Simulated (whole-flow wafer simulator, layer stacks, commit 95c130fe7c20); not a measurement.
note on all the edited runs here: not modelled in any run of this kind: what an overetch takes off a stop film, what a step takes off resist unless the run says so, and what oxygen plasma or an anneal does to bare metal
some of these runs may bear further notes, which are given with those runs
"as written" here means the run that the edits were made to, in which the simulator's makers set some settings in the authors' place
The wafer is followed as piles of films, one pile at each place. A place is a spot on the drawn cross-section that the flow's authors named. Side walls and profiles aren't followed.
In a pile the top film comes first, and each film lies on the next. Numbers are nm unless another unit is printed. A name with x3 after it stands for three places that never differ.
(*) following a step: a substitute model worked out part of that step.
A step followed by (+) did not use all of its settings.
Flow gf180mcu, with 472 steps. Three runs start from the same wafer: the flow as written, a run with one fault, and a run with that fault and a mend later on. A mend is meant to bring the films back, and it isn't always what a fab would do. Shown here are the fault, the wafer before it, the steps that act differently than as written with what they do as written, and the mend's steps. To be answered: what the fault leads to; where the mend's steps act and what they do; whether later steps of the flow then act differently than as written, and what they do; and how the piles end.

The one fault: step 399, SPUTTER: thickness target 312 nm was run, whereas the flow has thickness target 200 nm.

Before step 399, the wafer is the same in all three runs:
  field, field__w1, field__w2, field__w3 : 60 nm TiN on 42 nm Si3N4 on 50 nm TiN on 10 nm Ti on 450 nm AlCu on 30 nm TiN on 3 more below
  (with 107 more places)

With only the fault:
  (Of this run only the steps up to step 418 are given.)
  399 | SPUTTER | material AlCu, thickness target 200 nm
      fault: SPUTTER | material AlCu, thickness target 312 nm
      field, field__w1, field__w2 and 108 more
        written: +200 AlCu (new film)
        fault: +312 AlCu (new film)
  Later steps of the flow acting differently than as written (2 more steps, not shown, differ only slightly: by at most 2% or 0.5 nm, whichever is larger):
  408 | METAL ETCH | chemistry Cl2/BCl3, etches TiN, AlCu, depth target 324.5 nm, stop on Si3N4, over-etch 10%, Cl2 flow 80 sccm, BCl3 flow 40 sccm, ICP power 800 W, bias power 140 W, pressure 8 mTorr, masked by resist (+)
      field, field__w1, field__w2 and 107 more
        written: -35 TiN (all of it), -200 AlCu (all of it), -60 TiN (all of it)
        fault: -35 TiN (all of it), -289.5 AlCu
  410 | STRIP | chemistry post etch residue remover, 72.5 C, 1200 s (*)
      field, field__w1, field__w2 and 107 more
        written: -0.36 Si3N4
        fault: -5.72 AlCu
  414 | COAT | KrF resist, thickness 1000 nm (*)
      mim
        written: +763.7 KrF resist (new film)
        fault: +737.4 KrF resist (new film)
  The piles after step 418 differ from the flow's at field, field__w1, field__w2 and 109 more by more than 2% or 0.5 nm, whichever is larger.
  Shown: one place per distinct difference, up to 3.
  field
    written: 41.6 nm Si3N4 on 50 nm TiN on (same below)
    fault: 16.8 nm AlCu on 60 nm TiN on 42 nm Si3N4 on 50 nm TiN on (same below)
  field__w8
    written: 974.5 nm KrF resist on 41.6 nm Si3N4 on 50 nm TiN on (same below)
    fault: 974.5 nm KrF resist on 16.8 nm AlCu on 60 nm TiN on 42 nm Si3N4 on 50 nm TiN on (same below)
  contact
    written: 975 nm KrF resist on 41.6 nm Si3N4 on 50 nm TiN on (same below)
    fault: 975 nm KrF resist on 16.8 nm AlCu on 60 nm TiN on 42 nm Si3N4 on 50 nm TiN on (same below)

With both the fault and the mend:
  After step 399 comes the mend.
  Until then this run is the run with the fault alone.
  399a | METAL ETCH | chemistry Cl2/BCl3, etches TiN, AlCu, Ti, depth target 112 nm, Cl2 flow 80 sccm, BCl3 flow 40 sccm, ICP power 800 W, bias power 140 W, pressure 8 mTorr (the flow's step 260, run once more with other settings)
      field, field__w1, field__w2 and 108 more
        -112 AlCu
  Later steps of the flow that are run all act as written at every place that is followed.
  The piles end the same as the flow's at every place that both follow.
